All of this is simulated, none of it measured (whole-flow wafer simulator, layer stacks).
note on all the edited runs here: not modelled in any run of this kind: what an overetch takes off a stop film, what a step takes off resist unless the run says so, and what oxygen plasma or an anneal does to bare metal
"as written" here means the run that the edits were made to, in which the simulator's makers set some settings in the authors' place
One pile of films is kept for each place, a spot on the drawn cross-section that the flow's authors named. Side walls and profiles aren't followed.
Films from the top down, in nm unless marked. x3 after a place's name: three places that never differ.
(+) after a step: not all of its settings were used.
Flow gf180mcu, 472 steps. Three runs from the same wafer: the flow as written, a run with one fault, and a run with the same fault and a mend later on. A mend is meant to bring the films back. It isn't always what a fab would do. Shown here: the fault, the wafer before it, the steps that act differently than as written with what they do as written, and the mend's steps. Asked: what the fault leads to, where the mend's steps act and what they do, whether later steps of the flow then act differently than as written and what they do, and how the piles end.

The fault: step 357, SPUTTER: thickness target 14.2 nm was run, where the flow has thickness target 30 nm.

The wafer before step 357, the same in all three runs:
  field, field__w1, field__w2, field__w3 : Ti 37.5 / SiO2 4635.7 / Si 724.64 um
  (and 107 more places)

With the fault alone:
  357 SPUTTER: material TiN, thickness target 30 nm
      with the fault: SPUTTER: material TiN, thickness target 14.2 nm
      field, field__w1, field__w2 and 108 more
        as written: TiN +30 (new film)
        with the fault: TiN +14.2 (new film)
  Later steps of the flow that act differently than as written:
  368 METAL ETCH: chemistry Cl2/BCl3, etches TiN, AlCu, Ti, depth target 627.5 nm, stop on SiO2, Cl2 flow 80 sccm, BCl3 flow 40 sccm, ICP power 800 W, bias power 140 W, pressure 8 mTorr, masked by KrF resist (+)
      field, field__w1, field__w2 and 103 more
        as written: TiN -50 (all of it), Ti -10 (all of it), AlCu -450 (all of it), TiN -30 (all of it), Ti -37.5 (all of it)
        with the fault: TiN -50 (all of it), Ti -10 (all of it), AlCu -450 (all of it), TiN -14.2 (all of it), Ti -37.5 (all of it)
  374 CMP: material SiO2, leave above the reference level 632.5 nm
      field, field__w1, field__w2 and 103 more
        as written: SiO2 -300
        with the fault: SiO2 -315.8
  At the end the piles differ from the flow's by more than 2% or 0.5 nm, whichever is larger, at field__w8, contact, m1, m1__w1, m1_nw.
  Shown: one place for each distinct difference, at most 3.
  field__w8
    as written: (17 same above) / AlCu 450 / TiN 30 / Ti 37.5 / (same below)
    with the fault: (17 same above) / AlCu 450 / TiN 14.2 / Ti 37.5 / (same below)
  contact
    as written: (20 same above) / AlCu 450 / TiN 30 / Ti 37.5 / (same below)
    with the fault: (20 same above) / AlCu 450 / TiN 14.2 / Ti 37.5 / (same below)

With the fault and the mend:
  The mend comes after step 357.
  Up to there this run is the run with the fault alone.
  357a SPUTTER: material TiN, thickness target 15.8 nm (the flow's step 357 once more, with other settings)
      field, field__w1, field__w2 and 108 more
        TiN +15.8
  No later step of the flow acts differently than as written at any place that is followed.
  At the end the piles are the same as the flow's at every place that both follow.
